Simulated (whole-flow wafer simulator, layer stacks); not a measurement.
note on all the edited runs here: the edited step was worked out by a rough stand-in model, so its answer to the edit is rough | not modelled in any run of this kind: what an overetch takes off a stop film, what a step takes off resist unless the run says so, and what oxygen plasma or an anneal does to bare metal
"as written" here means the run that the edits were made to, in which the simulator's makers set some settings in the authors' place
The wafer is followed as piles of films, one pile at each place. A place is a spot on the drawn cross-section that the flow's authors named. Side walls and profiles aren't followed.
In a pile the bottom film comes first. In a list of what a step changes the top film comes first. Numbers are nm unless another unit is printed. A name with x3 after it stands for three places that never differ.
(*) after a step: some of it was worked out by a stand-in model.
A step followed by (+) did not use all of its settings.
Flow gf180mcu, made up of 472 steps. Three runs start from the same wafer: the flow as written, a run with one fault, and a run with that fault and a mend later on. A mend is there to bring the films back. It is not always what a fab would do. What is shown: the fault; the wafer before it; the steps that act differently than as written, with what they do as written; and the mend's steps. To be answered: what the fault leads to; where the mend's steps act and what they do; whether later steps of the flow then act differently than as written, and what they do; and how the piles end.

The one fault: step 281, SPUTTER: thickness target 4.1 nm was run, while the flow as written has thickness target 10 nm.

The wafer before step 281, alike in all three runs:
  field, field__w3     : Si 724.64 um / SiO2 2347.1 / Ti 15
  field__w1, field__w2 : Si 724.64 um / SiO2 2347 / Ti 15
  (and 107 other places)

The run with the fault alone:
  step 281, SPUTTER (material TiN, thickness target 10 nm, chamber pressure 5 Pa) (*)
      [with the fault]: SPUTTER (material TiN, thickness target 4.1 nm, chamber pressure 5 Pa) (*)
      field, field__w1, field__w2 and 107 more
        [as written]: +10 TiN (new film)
        [with the fault]: +4.1 TiN (new film)
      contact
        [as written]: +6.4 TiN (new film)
        [with the fault]: +2.63 TiN (new film)
  Later steps of the flow acting differently than as written (1 other step is not shown; it differs only slightly, by no more than 2% or 0.5 nm, whichever is larger):
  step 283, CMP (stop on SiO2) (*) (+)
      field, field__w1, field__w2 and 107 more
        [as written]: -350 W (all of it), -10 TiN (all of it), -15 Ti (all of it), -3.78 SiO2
        [with the fault]: -350 W (all of it), -4.1 TiN (all of it), -15 Ti (all of it), -3.72 SiO2
  The piles end different from the flow's at contact by more than 2% or 0.5 nm, whichever is larger.
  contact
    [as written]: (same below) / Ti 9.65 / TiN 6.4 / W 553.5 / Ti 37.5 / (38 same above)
    [with the fault]: (same below) / Ti 9.65 / TiN 2.63 / W 557.3 / Ti 37.5 / (38 same above)

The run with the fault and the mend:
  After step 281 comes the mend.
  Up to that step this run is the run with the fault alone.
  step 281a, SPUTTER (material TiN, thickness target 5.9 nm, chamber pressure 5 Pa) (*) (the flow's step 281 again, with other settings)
      field, field__w1, field__w2 and 107 more
        +5.9 TiN
      contact
        +3.78 TiN
  Every later step of the flow that is run acts as written at every place that is followed.
  The piles end the same as the flow's at every place that both follow.
